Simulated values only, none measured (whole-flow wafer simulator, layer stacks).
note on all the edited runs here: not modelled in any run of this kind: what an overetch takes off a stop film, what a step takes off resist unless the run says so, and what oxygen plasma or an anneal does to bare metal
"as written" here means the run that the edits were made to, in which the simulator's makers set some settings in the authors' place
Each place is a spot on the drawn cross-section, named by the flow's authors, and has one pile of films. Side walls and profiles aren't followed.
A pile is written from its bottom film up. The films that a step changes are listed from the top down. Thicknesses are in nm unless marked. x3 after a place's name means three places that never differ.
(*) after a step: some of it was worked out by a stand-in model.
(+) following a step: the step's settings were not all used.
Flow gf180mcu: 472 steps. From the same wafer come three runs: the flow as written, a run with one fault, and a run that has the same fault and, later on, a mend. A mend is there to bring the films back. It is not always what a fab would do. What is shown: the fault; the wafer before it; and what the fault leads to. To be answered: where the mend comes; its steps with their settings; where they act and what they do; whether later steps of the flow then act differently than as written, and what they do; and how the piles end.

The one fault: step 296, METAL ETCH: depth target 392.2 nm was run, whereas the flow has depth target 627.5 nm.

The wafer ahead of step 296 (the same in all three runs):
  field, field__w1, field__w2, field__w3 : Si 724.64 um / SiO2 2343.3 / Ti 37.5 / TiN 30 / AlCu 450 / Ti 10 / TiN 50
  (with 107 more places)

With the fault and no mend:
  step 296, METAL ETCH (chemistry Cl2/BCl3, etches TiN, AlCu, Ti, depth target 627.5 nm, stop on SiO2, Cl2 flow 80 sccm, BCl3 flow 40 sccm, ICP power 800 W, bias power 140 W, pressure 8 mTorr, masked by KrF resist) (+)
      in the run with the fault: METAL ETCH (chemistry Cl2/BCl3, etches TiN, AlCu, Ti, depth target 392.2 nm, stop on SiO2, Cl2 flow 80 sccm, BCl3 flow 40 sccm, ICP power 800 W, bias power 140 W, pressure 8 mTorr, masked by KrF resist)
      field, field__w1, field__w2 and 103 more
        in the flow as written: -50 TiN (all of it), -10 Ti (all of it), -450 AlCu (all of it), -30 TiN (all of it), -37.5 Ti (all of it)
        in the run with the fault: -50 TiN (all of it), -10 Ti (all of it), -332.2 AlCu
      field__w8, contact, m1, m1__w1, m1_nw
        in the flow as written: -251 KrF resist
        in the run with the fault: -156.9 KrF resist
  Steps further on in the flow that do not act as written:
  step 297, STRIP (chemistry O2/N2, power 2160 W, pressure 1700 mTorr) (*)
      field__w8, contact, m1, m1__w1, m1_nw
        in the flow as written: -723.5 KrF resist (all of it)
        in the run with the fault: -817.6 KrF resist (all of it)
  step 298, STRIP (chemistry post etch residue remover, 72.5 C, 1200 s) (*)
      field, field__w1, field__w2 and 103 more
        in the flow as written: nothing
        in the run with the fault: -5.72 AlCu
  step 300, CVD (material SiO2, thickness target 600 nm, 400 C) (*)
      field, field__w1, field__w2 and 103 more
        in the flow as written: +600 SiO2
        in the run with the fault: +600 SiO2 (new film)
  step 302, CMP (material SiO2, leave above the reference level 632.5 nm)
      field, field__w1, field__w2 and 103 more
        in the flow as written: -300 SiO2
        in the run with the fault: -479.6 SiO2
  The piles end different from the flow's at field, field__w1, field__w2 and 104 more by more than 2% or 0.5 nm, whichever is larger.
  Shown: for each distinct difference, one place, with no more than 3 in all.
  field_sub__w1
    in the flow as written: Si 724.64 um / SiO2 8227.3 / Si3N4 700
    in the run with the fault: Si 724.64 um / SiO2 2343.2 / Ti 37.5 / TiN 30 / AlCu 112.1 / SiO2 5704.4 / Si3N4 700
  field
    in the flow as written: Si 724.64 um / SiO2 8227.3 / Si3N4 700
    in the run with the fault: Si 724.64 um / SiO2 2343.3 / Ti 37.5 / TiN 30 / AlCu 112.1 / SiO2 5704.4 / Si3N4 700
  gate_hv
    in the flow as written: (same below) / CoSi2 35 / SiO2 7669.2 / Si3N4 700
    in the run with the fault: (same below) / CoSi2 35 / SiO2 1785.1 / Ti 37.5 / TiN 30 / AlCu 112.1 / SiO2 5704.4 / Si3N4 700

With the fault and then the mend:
  After step 296 comes the mend.
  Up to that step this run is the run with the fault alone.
  step 296a, METAL ETCH (chemistry Cl2/BCl3, etches TiN, AlCu, Ti, depth target 235.3 nm, stop on SiO2, Cl2 flow 80 sccm, BCl3 flow 40 sccm, ICP power 800 W, bias power 140 W, pressure 8 mTorr, masked by KrF resist) (+) (the flow's step 296 again, with other settings)
      field, field__w1, field__w2 and 103 more
        -117.8 AlCu (all of it), -30 TiN (all of it), -37.5 Ti (all of it)
      field__w8, contact, m1, m1__w1, m1_nw
        -94.1 KrF resist
  Later steps of the flow that are run all act as written at every place that is followed.
  The piles end the same as the flow's at every place that both follow.
